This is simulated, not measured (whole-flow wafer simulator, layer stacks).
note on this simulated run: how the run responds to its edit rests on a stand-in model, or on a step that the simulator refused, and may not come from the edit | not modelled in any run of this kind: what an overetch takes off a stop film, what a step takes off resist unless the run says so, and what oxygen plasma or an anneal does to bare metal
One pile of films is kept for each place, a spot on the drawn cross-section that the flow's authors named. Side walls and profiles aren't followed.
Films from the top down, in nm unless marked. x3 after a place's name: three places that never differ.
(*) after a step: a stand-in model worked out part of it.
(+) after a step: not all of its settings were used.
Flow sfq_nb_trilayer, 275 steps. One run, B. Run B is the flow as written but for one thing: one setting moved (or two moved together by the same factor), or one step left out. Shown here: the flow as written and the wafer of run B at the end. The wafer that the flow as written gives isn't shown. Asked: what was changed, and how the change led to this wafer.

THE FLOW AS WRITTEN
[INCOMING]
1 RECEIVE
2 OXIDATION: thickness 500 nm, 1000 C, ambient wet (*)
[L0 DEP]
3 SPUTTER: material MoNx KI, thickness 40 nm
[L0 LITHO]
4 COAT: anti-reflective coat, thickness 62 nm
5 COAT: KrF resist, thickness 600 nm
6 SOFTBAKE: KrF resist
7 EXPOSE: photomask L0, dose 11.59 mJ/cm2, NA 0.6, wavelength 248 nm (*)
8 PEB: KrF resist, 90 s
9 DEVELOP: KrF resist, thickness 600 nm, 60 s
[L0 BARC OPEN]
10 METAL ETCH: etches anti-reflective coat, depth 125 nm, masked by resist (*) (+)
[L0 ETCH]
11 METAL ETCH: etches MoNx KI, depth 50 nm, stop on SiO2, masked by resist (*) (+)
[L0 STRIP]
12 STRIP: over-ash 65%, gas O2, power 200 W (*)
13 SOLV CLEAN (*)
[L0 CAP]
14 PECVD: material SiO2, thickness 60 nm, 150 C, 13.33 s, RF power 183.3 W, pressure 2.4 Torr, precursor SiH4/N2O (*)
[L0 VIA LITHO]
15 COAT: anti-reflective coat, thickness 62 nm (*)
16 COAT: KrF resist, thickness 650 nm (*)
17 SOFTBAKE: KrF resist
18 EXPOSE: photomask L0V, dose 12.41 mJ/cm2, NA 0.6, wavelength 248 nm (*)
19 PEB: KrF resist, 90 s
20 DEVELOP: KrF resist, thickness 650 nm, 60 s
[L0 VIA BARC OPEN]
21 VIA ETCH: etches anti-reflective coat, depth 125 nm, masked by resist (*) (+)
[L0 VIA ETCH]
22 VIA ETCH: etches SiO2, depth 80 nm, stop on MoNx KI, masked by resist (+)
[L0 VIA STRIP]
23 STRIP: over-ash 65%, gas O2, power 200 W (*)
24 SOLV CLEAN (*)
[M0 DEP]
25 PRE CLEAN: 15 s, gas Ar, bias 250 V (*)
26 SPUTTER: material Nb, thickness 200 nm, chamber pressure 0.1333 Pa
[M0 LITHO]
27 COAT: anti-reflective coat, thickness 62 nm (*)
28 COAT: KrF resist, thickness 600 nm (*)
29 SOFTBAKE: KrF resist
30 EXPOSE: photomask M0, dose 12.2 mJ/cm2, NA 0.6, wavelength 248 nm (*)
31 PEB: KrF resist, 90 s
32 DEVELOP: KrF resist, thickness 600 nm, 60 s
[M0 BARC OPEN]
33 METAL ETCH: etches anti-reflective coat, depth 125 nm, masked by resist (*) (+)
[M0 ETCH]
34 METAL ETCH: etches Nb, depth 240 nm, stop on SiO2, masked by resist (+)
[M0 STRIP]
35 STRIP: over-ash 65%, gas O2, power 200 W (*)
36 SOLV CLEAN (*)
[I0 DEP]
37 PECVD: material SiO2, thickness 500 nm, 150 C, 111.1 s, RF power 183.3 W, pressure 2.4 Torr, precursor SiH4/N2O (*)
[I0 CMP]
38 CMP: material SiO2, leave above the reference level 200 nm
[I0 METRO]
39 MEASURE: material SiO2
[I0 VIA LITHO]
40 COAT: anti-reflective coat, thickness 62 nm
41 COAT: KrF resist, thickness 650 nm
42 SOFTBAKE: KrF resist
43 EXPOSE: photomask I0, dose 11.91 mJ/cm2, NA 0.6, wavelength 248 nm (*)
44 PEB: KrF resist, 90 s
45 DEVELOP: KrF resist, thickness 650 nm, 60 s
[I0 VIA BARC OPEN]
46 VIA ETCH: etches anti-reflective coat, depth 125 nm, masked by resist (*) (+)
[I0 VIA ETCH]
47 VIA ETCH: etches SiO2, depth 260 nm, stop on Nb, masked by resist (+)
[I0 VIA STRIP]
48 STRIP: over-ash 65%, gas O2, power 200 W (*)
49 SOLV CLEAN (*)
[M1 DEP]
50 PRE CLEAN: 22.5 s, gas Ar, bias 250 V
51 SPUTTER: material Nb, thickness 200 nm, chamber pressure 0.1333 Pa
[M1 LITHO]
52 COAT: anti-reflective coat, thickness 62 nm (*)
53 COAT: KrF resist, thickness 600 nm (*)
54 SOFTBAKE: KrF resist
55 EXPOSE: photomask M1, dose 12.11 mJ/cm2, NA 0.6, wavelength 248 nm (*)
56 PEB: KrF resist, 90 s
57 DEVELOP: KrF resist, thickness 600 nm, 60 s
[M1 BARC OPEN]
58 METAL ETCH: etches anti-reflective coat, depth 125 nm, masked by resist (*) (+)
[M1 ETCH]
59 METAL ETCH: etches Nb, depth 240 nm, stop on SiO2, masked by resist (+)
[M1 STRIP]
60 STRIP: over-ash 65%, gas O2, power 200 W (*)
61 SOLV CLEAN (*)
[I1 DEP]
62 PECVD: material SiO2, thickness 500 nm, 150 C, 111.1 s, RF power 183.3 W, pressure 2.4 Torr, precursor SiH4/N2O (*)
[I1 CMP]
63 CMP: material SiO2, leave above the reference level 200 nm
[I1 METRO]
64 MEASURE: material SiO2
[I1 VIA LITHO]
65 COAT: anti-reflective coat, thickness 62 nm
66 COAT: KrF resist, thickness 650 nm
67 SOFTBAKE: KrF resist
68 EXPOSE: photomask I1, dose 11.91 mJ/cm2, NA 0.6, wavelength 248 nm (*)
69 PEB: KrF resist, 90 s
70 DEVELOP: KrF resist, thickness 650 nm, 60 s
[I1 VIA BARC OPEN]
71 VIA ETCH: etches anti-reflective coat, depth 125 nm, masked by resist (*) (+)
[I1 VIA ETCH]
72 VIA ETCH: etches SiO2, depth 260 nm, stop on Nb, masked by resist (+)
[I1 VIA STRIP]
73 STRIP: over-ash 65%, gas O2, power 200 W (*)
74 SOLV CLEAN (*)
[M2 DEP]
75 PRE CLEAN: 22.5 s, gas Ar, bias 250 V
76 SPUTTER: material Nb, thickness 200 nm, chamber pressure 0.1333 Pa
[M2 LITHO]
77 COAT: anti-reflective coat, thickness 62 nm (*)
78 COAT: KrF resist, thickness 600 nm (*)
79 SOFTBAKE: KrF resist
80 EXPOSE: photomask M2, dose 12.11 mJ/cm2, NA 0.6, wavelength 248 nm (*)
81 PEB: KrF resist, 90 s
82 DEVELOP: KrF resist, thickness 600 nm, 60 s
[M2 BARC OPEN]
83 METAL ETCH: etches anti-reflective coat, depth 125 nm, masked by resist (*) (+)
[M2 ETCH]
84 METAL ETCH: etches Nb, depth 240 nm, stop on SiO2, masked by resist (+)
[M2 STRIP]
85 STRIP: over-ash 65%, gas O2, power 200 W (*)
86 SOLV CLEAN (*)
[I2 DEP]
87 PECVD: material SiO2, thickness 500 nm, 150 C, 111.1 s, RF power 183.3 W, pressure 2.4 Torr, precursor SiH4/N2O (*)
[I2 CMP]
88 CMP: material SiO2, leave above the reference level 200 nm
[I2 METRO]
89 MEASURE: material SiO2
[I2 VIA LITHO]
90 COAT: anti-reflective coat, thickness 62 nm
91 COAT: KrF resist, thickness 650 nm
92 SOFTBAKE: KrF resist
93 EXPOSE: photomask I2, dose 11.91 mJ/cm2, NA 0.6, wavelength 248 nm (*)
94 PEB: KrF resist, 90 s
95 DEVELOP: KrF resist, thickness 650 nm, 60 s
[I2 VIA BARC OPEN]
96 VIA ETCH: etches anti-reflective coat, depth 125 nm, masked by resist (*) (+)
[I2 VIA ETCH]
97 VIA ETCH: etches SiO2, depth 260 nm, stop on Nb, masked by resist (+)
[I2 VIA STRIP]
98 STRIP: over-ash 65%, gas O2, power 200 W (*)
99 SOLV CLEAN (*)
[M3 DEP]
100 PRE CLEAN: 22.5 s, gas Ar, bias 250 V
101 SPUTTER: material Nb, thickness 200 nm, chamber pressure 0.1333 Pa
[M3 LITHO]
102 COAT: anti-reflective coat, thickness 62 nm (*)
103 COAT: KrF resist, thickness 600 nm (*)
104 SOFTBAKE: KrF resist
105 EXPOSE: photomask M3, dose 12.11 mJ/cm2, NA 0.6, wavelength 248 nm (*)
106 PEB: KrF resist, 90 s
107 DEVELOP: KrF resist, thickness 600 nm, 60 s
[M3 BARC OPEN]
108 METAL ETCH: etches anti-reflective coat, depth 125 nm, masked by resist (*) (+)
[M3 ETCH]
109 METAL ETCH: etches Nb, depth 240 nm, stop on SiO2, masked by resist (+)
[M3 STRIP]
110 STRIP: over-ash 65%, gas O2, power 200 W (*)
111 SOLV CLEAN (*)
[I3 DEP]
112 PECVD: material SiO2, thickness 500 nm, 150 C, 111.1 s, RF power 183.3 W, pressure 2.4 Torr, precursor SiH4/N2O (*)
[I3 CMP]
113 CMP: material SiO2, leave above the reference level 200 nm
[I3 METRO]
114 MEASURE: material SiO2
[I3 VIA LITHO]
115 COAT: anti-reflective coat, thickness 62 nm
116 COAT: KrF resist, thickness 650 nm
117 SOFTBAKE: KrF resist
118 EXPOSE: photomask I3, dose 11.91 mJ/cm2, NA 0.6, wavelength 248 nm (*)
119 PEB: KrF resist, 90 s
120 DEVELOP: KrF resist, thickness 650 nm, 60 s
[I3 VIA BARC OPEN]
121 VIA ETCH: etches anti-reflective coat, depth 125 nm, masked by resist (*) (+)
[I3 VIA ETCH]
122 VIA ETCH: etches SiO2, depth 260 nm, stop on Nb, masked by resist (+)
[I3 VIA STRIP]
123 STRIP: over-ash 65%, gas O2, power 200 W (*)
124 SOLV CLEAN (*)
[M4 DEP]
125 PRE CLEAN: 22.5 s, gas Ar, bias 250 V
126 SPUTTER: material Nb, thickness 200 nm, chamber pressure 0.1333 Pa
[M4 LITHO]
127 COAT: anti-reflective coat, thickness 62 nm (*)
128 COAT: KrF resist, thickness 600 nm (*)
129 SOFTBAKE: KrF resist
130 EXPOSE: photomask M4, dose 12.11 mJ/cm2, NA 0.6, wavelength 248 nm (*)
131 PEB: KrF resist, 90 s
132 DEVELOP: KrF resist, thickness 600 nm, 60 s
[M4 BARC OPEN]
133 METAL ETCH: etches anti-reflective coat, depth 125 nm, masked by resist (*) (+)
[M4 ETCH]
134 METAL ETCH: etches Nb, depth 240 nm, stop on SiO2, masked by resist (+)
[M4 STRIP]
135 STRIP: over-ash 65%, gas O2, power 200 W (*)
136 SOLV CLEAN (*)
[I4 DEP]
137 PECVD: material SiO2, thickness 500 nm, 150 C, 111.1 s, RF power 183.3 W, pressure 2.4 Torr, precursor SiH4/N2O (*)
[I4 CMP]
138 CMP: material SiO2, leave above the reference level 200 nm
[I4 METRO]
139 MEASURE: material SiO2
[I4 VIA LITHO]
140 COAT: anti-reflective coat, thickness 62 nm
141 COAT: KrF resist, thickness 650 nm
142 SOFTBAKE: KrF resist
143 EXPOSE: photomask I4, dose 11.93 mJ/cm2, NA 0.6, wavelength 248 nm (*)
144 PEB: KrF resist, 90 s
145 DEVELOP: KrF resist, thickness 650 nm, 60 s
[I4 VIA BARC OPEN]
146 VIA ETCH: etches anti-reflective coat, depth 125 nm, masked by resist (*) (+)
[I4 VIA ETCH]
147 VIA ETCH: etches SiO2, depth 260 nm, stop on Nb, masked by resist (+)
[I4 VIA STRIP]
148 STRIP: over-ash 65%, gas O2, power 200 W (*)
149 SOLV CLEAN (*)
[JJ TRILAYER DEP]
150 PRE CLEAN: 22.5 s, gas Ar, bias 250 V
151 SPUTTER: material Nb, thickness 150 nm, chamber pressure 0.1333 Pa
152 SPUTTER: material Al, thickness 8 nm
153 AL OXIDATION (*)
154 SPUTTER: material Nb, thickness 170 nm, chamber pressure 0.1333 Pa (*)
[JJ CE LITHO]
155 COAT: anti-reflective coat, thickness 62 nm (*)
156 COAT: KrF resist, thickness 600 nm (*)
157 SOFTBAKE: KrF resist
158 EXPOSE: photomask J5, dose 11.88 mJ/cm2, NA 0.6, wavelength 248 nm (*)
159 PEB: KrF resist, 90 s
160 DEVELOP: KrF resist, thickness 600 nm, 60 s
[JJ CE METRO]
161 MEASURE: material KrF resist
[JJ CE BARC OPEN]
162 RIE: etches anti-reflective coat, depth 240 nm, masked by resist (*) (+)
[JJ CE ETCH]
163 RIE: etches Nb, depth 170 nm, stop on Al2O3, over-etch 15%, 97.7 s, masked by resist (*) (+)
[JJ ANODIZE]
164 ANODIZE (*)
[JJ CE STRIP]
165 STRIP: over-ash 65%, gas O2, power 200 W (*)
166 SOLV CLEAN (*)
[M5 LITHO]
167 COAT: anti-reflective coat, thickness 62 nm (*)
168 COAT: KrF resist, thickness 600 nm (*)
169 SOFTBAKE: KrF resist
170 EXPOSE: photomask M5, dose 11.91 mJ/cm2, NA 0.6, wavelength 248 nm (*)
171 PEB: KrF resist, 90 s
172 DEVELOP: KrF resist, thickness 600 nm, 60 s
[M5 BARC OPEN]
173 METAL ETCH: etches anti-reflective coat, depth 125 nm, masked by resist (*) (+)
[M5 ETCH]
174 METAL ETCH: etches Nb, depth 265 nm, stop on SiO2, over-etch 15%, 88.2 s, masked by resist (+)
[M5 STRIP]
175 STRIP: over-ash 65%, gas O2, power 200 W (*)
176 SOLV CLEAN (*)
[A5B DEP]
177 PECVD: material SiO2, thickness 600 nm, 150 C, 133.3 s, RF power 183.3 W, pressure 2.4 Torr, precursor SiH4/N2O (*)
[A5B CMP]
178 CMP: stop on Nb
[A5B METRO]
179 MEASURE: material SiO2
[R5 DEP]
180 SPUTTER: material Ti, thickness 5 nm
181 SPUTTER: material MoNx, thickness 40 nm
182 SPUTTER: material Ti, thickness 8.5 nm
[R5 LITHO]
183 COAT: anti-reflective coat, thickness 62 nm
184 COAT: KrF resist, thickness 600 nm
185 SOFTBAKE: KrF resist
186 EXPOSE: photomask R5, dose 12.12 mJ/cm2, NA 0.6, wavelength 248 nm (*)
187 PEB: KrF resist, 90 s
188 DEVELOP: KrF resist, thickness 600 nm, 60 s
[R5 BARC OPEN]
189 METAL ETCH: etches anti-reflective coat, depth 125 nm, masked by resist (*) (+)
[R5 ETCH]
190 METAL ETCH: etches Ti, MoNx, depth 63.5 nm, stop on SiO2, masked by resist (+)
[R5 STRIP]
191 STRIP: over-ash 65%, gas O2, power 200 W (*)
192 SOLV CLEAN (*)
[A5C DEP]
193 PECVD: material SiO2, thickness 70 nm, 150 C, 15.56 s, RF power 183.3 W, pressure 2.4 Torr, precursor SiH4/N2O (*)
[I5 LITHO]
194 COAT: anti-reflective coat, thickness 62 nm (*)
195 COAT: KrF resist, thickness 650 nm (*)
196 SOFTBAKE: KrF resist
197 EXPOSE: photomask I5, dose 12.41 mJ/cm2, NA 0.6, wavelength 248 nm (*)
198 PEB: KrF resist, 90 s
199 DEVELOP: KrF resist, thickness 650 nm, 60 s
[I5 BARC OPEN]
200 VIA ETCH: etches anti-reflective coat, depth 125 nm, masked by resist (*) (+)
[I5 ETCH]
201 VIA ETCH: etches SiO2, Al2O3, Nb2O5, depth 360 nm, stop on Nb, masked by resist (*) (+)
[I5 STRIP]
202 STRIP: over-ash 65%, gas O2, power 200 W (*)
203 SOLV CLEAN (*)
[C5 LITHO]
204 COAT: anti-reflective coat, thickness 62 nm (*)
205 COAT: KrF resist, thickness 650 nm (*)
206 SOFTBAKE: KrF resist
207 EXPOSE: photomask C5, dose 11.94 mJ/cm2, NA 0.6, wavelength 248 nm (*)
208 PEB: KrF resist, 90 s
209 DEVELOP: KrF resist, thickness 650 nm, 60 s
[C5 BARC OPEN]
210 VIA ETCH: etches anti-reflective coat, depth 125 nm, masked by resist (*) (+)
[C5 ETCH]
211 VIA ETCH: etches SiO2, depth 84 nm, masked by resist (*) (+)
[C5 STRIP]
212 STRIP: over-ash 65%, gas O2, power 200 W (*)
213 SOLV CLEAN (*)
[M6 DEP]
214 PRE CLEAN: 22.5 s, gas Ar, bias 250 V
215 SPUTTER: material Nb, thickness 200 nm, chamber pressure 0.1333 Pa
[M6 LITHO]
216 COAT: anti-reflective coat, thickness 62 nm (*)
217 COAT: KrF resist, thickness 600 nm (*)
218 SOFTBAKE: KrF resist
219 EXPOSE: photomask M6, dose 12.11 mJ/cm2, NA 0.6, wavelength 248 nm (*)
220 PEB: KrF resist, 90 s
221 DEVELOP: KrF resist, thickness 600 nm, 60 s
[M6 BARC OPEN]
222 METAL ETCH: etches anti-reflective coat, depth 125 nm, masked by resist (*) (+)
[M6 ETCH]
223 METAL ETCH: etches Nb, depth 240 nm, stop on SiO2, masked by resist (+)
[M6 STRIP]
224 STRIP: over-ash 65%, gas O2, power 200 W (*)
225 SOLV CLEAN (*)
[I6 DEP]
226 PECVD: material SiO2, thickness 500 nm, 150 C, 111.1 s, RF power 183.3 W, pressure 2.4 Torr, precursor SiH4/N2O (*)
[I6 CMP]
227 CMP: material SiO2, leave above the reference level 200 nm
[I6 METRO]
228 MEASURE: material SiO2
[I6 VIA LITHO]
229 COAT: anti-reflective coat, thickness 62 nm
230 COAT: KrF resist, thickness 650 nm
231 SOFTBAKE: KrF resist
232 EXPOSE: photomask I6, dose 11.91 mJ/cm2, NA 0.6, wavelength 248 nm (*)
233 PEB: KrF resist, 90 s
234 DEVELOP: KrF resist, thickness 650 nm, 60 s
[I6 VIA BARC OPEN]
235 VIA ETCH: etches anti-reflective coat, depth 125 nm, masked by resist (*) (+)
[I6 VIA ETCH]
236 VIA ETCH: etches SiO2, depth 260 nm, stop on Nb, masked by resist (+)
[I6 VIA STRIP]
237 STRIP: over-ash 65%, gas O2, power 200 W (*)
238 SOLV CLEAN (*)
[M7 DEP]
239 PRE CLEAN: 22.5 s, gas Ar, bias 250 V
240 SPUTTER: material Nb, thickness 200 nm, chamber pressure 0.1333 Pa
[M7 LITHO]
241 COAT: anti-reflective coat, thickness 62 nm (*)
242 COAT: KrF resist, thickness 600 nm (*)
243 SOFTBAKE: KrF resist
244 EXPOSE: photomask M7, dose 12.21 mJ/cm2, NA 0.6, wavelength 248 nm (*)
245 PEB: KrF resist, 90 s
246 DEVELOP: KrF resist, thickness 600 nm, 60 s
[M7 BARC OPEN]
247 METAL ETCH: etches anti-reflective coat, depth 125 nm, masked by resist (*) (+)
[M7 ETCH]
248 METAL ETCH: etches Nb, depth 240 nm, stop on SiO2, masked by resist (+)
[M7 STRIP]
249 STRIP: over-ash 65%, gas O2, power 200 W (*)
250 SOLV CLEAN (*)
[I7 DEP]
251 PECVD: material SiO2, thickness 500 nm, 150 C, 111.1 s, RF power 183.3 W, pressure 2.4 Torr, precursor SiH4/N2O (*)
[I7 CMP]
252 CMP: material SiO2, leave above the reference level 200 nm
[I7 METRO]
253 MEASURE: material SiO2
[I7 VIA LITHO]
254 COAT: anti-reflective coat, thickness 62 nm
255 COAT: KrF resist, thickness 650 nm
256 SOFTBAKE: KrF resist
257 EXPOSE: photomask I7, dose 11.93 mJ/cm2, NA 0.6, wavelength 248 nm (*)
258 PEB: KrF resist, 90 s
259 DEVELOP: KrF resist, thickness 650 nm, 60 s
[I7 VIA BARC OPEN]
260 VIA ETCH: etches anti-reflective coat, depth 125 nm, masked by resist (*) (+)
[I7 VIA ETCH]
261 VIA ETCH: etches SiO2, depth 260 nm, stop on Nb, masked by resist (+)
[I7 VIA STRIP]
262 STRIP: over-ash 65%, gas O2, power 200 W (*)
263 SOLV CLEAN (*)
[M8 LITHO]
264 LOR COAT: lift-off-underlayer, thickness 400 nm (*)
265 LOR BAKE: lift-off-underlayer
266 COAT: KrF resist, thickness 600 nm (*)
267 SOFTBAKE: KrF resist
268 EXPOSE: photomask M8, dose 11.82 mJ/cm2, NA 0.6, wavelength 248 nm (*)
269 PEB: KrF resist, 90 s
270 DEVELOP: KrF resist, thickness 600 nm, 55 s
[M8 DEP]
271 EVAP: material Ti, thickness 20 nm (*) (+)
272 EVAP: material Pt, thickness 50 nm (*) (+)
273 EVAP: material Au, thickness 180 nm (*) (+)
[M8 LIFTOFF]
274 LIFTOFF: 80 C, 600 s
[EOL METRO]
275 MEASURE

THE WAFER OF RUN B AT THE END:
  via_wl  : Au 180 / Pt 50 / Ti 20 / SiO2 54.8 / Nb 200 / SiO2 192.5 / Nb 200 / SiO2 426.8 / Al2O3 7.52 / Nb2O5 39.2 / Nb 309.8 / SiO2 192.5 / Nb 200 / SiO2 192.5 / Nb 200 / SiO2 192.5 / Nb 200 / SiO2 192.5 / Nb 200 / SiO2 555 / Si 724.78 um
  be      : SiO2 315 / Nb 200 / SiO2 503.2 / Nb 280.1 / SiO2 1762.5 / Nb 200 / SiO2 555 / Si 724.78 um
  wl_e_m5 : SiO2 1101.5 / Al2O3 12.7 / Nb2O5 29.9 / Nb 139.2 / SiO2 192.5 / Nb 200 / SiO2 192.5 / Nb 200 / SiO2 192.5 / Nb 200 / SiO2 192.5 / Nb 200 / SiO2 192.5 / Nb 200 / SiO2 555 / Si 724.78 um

The cause: step 252, CMP: leave above the reference level 315 nm was run, where the flow has leave above the reference level 200 nm.
It can be read off the wafer: be has SiO2 315, and step 252 as written asks for 200 nm.

How the change led to this, step by step:
  252 CMP: material SiO2, leave above the reference level 200 nm
      field_l, p4_fl, p4_fm and 56 more: nothing (as written it would be: SiO2 -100)
      field_r, lsp_l: nothing (as written it would be: SiO2 -77.7)
      (and at 45 more places)
  254 COAT: anti-reflective coat, thickness 62 nm
      wl_e_sr, m0r_space_l, m6r_space_l: anti-reflective coat +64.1 (new film) (as written it would be: anti-reflective coat +62 (new film))
      l0r_line_l, m5r_space_l, m5r_space_r: anti-reflective coat +63.3 (new film) (as written it would be: anti-reflective coat +62 (new film))
      (and at 23 more places)
  255 COAT: KrF resist, thickness 650 nm
      lsp_l: KrF resist +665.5 (new film) (as written it would be: KrF resist +650 (new film))
  261 VIA ETCH: etches SiO2, depth 260 nm, stop on Nb, masked by resist (+)
      via_wl, via_w, via_wr: SiO2 -260 (as written it would be: SiO2 -199.8 (all of it))
  262 STRIP: over-ash 65%, gas O2, power 200 W (*)
      m0r_space_l, m6r_space_l: KrF resist -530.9 (all of it), anti-reflective coat -64.1 (all of it) (as written it would be: KrF resist -528.6 (all of it), anti-reflective coat -62 (all of it))
      m0r_space_r, m6r_space_r: KrF resist -530.8 (all of it), anti-reflective coat -64.2 (all of it) (as written it would be: KrF resist -528.6 (all of it), anti-reflective coat -62 (all of it))
      (and at 25 more places)
  264 LOR COAT: lift-off-underlayer, thickness 400 nm (*)
      v_sur: lift-off-underlayer +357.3 (new film) (as written it would be: lift-off-underlayer +369.4 (new film))
      via_wl: lift-off-underlayer +589.9 (new film) (as written it would be: lift-off-underlayer +549.8 (new film))
      (and at 9 more places)
  270 DEVELOP: KrF resist, thickness 600 nm, 55 s
      v_sur: KrF resist -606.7 (all of it), lift-off-underlayer -357.3 (all of it) (as written it would be: KrF resist -607.3 (all of it), lift-off-underlayer -369.4 (all of it))
      via_wl: KrF resist -630.6 (all of it), lift-off-underlayer -589.9 (all of it) (as written it would be: KrF resist -623.9 (all of it), lift-off-underlayer -549.8 (all of it))
      (and at 3 more places)
  274 LIFTOFF: 80 C, 600 s
      field_r: Au -180 (all of it), Pt -50 (all of it), Ti -20 (all of it), KrF resist -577 (all of it), lift-off-underlayer -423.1 (all of it) (as written it would be: Au -180 (all of it), Pt -50 (all of it), Ti -20 (all of it), KrF resist -573.5 (all of it), lift-off-underlayer -399.6 (all of it))
      lsp_l: Au -180 (all of it), Pt -50 (all of it), Ti -20 (all of it), KrF resist -577.9 (all of it), lift-off-underlayer -421.7 (all of it) (as written it would be: Au -180 (all of it), Pt -50 (all of it), Ti -20 (all of it), KrF resist -573.4 (all of it), lift-off-underlayer -399.6 (all of it))
      (and at 4 more places)
Counting metal films that touch as one body, via_wl has 8 bodies (between them, from the top down: SiO2 54.8; SiO2 192.5; SiO2 426.8 / Al2O3 7.52 / Nb2O5 39.2; SiO2 192.5; SiO2 192.5; SiO2 192.5; SiO2 192.5); the flow as written gives 7 bodies (between them, from the top down: SiO2 192.5; SiO2 426.8 / Al2O3 7.52 / Nb2O5 39.2; SiO2 192.5; SiO2 192.5; SiO2 192.5; SiO2 192.5).
